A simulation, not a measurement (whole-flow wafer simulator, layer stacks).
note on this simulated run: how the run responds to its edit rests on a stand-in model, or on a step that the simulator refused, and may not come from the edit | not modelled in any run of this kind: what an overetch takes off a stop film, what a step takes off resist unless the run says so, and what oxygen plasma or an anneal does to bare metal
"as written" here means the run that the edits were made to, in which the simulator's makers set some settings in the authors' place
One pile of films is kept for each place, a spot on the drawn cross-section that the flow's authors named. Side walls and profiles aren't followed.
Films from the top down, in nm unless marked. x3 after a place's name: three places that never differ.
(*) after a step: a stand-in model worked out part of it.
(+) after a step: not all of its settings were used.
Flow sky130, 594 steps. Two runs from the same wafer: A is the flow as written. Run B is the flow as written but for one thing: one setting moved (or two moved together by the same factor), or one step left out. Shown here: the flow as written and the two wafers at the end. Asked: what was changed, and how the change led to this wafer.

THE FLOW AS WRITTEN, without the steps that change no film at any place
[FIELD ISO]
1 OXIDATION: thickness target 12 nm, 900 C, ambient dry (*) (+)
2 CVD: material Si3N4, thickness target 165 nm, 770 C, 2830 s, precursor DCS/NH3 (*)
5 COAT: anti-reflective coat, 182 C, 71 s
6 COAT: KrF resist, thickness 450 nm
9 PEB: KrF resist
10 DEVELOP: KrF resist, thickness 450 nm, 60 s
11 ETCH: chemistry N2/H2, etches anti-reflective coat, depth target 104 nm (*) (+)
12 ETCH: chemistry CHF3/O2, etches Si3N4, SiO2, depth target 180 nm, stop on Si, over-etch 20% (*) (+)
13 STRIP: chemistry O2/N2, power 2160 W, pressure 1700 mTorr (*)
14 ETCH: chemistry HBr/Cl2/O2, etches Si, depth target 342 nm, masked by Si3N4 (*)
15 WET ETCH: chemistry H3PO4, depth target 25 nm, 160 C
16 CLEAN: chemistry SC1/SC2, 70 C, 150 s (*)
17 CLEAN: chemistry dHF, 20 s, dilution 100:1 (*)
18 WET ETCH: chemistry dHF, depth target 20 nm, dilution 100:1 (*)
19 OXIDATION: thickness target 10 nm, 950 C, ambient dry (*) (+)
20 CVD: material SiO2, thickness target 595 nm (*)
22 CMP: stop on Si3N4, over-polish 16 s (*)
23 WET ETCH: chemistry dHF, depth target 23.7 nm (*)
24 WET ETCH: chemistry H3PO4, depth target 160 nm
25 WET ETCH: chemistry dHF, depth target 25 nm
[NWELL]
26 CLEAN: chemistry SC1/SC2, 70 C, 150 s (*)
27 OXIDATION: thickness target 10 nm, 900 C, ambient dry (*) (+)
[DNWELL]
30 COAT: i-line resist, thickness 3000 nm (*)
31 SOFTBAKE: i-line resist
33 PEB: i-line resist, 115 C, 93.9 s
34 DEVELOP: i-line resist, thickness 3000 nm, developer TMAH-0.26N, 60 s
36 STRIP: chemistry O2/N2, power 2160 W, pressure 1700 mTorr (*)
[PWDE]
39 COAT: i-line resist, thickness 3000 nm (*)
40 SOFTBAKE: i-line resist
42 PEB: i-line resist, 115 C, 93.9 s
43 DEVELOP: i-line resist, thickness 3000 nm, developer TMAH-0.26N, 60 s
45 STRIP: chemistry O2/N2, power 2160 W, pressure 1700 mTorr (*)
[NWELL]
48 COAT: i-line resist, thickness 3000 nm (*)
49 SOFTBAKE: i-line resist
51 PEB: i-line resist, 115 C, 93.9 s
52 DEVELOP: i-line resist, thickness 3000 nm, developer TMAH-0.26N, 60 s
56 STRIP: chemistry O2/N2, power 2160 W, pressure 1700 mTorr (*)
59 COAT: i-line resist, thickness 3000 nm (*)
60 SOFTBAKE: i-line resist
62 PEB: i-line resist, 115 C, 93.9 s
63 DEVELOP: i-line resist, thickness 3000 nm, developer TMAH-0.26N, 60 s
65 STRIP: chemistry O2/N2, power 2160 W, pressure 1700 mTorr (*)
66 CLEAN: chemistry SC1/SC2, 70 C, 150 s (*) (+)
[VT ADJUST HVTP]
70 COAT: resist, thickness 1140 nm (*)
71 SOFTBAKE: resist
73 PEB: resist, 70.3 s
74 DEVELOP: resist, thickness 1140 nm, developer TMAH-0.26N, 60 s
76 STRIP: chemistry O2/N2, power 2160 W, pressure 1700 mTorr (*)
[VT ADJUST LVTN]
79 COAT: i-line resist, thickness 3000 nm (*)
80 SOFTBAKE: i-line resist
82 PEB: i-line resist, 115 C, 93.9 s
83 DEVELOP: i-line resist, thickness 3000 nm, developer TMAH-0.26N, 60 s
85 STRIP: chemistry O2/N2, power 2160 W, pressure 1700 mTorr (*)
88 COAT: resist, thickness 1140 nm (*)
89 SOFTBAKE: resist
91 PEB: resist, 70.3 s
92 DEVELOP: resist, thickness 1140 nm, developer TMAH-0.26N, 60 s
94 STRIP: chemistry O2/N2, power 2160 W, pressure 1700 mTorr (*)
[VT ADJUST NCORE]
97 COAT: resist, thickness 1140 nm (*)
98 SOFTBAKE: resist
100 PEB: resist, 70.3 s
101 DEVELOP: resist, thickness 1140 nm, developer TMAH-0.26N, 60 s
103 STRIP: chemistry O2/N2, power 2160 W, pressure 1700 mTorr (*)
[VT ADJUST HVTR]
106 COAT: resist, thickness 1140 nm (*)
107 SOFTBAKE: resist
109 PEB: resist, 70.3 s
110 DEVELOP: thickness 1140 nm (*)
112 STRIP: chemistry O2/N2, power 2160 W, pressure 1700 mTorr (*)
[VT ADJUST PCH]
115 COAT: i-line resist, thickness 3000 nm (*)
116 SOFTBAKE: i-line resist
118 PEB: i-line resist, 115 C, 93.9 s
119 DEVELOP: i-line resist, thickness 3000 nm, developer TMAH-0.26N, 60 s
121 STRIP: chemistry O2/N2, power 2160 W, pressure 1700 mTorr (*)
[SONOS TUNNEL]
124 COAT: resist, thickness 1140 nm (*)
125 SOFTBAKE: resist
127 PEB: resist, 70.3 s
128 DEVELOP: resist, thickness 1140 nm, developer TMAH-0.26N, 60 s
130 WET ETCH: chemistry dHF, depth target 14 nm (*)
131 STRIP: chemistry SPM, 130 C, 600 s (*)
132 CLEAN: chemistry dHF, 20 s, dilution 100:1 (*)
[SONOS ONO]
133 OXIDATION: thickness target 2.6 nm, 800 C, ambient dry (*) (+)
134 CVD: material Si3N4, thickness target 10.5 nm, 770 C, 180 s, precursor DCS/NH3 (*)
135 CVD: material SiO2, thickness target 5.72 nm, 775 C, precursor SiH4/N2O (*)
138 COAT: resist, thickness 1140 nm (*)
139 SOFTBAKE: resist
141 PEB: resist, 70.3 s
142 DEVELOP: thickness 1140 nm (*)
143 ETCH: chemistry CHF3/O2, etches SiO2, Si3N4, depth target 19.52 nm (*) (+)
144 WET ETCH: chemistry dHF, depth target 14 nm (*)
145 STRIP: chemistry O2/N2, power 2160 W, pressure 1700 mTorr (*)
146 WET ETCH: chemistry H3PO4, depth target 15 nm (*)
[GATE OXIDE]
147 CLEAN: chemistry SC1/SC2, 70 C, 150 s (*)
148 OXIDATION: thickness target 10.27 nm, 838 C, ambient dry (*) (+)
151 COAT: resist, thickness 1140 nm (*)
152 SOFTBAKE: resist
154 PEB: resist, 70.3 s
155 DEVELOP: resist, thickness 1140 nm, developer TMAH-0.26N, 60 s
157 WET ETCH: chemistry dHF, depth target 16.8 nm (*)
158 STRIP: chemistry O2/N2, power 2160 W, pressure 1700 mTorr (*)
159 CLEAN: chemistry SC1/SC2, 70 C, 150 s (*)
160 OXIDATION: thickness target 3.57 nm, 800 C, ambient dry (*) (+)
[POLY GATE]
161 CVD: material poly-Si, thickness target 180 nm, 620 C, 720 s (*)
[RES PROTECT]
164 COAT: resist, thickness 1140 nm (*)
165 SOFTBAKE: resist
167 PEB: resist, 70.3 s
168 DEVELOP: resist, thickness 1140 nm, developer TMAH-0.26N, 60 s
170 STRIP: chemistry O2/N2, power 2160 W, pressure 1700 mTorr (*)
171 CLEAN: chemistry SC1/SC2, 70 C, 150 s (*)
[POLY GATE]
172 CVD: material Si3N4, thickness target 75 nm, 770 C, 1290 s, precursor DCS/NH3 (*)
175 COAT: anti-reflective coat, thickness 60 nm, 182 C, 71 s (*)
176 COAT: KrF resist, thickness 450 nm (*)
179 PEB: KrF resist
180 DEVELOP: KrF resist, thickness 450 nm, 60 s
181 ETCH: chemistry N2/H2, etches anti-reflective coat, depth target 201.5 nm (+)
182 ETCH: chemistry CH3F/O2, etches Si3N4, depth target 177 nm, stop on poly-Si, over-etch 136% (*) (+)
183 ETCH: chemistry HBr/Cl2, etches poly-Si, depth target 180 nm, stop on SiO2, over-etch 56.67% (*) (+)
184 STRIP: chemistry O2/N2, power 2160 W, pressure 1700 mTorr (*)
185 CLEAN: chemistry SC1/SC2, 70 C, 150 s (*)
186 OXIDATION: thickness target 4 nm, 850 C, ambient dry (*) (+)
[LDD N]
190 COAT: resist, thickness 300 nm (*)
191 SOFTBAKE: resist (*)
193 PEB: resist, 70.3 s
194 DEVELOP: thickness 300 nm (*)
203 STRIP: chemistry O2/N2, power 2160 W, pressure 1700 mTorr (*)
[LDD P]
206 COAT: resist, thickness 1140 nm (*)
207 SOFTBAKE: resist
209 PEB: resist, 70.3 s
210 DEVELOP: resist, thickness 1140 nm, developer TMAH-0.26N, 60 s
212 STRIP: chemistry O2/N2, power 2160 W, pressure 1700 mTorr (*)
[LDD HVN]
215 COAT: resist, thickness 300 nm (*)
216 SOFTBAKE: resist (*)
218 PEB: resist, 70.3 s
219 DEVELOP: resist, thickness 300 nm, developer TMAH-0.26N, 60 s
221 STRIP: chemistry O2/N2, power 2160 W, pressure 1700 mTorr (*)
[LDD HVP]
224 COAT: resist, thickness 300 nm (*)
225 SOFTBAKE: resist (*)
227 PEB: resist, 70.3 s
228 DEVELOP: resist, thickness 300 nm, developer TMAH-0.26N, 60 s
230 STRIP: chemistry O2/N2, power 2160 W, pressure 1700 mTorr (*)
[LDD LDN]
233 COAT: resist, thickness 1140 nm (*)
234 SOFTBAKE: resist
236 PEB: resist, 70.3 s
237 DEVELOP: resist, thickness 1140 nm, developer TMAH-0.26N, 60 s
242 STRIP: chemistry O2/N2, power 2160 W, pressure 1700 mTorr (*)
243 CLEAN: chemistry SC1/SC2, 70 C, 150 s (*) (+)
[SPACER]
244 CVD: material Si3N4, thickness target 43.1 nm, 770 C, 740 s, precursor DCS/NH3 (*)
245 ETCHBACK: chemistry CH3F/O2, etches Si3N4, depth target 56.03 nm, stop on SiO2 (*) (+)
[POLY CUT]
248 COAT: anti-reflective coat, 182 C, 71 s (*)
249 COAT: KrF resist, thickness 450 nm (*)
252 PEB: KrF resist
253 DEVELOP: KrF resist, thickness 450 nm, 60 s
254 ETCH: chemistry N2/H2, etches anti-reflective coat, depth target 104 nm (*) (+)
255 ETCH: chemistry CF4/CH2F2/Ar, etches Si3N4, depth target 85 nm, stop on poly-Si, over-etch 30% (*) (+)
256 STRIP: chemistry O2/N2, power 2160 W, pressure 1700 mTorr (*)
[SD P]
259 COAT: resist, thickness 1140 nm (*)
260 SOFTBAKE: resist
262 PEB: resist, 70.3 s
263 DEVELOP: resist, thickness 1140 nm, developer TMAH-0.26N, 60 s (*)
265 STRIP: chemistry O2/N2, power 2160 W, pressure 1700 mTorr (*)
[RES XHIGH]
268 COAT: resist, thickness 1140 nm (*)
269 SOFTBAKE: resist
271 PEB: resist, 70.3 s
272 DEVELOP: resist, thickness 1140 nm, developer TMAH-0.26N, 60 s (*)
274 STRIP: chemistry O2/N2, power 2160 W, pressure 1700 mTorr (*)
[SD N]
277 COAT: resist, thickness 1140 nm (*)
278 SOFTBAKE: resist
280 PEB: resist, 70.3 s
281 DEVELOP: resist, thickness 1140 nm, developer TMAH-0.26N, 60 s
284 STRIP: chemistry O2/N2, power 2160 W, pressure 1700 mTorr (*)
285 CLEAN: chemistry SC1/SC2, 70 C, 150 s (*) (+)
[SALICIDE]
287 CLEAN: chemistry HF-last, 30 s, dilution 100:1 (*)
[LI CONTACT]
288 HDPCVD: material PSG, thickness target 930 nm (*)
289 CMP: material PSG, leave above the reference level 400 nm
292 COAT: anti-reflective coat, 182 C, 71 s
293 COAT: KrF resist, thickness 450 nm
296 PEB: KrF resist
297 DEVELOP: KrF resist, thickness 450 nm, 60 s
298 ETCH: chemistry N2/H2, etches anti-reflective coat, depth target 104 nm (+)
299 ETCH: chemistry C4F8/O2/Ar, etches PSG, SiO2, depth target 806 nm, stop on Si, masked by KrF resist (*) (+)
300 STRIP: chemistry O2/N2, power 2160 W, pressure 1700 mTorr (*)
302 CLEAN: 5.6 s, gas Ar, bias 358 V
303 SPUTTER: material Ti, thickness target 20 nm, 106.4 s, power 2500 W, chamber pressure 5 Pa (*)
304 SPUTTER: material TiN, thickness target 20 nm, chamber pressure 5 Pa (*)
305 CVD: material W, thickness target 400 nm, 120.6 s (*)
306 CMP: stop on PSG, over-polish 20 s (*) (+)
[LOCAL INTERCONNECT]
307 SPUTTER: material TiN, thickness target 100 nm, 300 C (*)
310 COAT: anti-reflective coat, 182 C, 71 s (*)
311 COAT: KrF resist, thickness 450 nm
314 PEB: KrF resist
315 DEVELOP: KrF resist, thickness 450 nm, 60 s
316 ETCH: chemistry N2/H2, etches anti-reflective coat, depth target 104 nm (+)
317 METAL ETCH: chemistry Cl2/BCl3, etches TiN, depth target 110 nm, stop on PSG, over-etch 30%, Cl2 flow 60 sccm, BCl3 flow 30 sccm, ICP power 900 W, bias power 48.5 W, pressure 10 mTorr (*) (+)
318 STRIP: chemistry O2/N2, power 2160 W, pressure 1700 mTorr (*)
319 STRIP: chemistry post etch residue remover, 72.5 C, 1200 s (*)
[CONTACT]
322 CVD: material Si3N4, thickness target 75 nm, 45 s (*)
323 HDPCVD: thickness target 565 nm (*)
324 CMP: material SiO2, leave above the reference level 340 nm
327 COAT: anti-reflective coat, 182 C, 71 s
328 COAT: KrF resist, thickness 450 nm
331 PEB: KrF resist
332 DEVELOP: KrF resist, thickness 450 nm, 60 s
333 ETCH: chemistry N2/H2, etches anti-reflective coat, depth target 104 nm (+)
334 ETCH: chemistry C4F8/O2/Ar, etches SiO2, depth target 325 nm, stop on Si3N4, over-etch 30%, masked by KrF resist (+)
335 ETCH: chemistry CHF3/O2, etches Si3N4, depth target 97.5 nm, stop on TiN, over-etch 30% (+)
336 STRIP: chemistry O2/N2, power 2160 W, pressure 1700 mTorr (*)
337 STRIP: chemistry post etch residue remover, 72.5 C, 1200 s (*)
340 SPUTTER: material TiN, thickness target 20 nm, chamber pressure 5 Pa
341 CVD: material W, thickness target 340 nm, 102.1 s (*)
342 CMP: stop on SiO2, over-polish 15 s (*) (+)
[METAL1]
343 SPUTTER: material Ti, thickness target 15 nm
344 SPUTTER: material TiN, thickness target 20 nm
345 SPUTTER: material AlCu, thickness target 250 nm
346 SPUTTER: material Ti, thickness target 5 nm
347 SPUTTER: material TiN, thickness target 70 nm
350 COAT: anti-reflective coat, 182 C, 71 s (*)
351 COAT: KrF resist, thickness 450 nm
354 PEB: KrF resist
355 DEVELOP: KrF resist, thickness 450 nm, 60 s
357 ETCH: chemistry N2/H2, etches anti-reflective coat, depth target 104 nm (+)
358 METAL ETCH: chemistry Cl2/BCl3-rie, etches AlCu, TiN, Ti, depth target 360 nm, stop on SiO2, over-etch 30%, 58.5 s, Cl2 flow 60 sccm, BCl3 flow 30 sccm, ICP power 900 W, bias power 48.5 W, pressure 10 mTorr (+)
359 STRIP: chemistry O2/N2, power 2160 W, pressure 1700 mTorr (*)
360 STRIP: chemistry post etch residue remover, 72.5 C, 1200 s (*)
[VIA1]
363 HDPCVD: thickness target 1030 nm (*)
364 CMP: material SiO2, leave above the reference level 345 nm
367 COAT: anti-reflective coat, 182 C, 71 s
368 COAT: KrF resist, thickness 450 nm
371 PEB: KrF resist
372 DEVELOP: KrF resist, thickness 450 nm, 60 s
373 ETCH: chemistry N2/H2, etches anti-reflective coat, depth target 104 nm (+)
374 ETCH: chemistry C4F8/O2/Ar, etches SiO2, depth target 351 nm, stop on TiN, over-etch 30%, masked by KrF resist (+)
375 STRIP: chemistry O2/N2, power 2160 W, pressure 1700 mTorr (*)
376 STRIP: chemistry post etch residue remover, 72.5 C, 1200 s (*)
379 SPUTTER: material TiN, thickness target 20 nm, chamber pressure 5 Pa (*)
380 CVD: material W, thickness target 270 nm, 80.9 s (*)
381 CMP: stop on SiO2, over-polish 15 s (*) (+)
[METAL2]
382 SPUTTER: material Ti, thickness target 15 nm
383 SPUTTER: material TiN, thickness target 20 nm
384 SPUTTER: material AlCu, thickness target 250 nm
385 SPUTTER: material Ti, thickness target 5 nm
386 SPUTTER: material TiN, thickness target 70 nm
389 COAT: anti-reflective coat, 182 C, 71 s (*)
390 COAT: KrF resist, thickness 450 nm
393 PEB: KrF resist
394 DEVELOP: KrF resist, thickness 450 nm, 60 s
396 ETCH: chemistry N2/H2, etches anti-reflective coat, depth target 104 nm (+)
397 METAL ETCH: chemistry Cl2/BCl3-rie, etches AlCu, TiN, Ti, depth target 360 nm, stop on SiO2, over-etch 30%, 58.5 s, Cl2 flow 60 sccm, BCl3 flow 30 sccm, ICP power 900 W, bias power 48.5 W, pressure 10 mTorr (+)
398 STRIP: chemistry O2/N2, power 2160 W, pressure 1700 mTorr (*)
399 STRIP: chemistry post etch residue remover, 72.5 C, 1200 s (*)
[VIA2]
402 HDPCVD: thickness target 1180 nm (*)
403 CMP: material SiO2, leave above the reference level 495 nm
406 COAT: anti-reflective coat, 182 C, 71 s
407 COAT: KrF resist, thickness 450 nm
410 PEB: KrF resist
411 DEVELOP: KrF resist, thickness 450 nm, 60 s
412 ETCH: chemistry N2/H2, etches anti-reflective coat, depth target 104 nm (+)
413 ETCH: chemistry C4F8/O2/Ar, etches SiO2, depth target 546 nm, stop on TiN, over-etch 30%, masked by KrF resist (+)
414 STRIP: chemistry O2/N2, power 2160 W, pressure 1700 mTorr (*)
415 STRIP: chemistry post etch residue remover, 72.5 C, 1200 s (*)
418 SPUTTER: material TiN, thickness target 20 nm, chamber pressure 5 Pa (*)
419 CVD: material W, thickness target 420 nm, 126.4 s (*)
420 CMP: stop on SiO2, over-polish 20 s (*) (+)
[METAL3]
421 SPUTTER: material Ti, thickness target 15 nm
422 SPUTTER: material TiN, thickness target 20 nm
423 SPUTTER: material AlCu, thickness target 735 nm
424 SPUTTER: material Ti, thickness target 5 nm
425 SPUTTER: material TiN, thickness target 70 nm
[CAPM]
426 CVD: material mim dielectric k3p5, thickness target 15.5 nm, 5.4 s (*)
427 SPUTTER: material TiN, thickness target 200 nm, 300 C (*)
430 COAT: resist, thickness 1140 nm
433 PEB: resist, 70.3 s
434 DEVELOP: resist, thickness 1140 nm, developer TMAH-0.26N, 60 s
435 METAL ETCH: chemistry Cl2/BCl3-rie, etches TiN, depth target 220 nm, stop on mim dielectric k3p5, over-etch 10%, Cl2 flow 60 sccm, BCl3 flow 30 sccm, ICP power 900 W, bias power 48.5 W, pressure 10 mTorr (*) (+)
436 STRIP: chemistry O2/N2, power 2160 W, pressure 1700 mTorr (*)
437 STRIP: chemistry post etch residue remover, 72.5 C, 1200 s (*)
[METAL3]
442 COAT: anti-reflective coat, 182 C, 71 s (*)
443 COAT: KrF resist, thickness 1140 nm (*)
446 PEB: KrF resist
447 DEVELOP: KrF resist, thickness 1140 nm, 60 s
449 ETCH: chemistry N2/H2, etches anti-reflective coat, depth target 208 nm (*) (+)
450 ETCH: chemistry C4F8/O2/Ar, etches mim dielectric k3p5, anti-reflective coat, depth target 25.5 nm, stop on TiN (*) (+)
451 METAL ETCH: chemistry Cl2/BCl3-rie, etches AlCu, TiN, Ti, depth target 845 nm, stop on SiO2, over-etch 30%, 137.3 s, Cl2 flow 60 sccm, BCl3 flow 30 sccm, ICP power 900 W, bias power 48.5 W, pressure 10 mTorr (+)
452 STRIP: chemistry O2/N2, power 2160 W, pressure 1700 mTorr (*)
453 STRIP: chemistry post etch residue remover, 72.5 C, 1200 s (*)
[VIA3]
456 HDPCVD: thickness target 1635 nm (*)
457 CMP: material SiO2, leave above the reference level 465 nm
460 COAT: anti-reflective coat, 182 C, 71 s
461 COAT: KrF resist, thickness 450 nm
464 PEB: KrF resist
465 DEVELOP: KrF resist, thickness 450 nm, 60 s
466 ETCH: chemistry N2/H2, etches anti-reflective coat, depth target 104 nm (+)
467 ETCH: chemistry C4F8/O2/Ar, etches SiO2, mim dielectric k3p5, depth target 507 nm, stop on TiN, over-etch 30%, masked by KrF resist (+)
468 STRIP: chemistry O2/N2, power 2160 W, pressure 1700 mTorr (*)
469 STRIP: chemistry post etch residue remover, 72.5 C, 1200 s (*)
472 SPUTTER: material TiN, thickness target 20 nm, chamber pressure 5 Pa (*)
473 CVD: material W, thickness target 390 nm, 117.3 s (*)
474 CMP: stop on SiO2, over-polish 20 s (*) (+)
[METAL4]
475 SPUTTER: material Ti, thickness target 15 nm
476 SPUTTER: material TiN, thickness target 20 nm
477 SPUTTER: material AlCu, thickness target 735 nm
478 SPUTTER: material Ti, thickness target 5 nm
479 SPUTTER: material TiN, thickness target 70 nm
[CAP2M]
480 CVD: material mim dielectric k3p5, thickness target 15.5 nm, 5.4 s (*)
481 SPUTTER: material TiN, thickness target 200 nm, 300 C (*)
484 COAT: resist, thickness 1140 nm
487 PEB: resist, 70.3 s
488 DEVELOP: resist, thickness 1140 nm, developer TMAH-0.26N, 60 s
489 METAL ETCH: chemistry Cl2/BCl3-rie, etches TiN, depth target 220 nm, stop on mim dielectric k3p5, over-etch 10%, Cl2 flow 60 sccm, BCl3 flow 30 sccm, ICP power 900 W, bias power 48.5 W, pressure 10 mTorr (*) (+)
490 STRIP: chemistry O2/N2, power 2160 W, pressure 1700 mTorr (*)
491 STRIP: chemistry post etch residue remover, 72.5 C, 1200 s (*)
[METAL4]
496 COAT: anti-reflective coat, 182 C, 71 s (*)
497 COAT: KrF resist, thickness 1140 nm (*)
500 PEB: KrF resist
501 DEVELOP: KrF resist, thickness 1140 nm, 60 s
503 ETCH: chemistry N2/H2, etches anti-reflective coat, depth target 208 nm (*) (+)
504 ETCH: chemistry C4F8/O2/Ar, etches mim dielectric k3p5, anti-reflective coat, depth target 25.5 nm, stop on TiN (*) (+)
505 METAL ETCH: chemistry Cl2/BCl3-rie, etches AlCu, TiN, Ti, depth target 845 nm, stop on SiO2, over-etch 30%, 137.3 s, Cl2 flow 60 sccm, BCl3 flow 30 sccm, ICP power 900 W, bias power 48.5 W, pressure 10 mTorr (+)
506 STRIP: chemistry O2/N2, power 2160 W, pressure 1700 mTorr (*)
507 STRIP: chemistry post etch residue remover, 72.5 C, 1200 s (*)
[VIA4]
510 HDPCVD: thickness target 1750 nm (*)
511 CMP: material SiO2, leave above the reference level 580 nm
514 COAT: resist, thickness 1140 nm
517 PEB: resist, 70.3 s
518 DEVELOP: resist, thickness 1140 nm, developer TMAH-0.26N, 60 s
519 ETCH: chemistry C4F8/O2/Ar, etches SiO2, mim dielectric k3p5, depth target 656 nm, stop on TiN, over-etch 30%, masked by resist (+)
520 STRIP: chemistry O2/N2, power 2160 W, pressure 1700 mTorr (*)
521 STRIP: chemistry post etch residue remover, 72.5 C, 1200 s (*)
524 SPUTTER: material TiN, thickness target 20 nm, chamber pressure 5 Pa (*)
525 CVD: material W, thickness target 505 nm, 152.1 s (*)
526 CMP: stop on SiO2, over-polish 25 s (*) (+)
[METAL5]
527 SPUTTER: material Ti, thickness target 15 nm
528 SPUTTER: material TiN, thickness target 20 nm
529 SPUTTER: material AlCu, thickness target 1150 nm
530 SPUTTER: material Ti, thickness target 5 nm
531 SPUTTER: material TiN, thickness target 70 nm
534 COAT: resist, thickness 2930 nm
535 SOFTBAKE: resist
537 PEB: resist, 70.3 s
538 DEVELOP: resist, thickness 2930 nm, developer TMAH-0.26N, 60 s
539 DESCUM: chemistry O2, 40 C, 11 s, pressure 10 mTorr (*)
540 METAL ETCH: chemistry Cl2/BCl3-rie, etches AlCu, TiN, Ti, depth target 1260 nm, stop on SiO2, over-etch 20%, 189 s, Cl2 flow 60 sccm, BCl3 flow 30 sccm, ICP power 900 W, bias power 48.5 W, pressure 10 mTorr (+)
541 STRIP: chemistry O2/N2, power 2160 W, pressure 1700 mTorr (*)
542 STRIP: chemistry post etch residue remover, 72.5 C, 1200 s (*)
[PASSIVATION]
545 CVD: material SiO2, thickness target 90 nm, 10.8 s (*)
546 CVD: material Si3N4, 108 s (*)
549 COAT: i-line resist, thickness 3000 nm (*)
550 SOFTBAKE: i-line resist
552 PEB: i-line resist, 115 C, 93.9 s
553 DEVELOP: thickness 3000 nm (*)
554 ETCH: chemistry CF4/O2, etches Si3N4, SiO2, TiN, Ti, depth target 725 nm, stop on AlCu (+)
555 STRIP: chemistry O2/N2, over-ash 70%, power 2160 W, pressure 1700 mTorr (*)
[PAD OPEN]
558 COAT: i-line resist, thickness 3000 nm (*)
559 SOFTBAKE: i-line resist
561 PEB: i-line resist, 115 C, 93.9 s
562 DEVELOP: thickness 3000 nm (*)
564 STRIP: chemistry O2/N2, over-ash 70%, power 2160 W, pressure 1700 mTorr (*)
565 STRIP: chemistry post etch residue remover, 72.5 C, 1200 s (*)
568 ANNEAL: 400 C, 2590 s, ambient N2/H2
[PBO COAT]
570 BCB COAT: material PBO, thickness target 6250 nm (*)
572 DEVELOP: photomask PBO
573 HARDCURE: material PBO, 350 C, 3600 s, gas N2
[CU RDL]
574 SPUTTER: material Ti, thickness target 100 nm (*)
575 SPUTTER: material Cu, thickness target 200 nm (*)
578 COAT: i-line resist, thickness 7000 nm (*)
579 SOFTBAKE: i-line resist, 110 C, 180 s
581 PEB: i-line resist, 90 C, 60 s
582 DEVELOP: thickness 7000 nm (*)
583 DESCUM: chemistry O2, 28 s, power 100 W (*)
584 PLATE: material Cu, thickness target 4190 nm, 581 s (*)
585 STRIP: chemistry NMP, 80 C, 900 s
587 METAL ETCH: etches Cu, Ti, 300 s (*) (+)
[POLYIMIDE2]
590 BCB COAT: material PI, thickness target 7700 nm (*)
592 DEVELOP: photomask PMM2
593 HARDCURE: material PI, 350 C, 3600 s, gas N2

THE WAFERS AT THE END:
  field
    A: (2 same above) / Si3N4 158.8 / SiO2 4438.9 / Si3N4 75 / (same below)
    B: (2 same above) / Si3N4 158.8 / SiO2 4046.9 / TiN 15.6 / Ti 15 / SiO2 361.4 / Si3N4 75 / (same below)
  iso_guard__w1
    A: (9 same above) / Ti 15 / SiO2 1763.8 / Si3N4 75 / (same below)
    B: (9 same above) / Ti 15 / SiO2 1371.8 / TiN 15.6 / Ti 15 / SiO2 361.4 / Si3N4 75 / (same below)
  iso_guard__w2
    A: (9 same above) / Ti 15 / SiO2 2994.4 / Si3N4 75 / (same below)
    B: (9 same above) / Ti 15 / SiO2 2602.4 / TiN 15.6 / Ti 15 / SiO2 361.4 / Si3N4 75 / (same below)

The cause: step 358, METAL ETCH: depth target 252 nm was run, where the flow has depth target 360 nm; step 358, METAL ETCH: 40.9 s was run, where the flow has 58.5 s.

How the change led to this, step by step:
  358 METAL ETCH: chemistry Cl2/BCl3-rie, etches AlCu, TiN, Ti, depth target 360 nm, stop on SiO2, over-etch 30%, 58.5 s, Cl2 flow 60 sccm, BCl3 flow 30 sccm, ICP power 900 W, bias power 48.5 W, pressure 10 mTorr (+)
      field, active, gate and 80 more: A TiN -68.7 (all of it), Ti -5 (all of it), AlCu -250 (all of it), TiN -20 (all of it), Ti -15 (all of it), SiO2 -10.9 | B TiN -68.7 (all of it), Ti -5 (all of it), AlCu -250 (all of it), TiN -3.93
      rpo_hd: A TiN -68.7 (all of it), Ti -5 (all of it), AlCu -250 (all of it), TiN -20 (all of it), Ti -15 (all of it), SiO2 -10.9 | B TiN -68.7 (all of it), Ti -5 (all of it), AlCu -250 (all of it), TiN -3.94
      (and at 107 more places)
  359 STRIP: chemistry O2/N2, power 2160 W, pressure 1700 mTorr (*)
      n_well, p_well, gate_hv and 100 more: A KrF resist -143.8 (all of it), anti-reflective coat -80 (all of it) | B KrF resist -214 (all of it), anti-reflective coat -80 (all of it)
      poly_licon, ndiff_licon, ndiff_licon_cpp, rpo_hd_licon: A KrF resist -143.9 (all of it), anti-reflective coat -80.5 (all of it) | B KrF resist -214.1 (all of it), anti-reflective coat -80.5 (all of it)
  363 HDPCVD: thickness target 1030 nm (*)
      field, active, gate and 81 more: A SiO2 +1030 | B SiO2 +1030 (new film)
  364 CMP: material SiO2, leave above the reference level 345 nm
      field, active, gate and 81 more: A SiO2 -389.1 | B SiO2 -430.6
Counting metal films that touch as one body, field has 1 body; the flow as written gives 0 bodies.
Counting metal films that touch as one body, iso_guard__w1 has 2 bodies (between them, from the top down: SiO2 1371.8); the flow as written gives 1 body.
Counting metal films that touch as one body, iso_guard__w2 has 2 bodies (between them, from the top down: SiO2 2602.4); the flow as written gives 1 body.
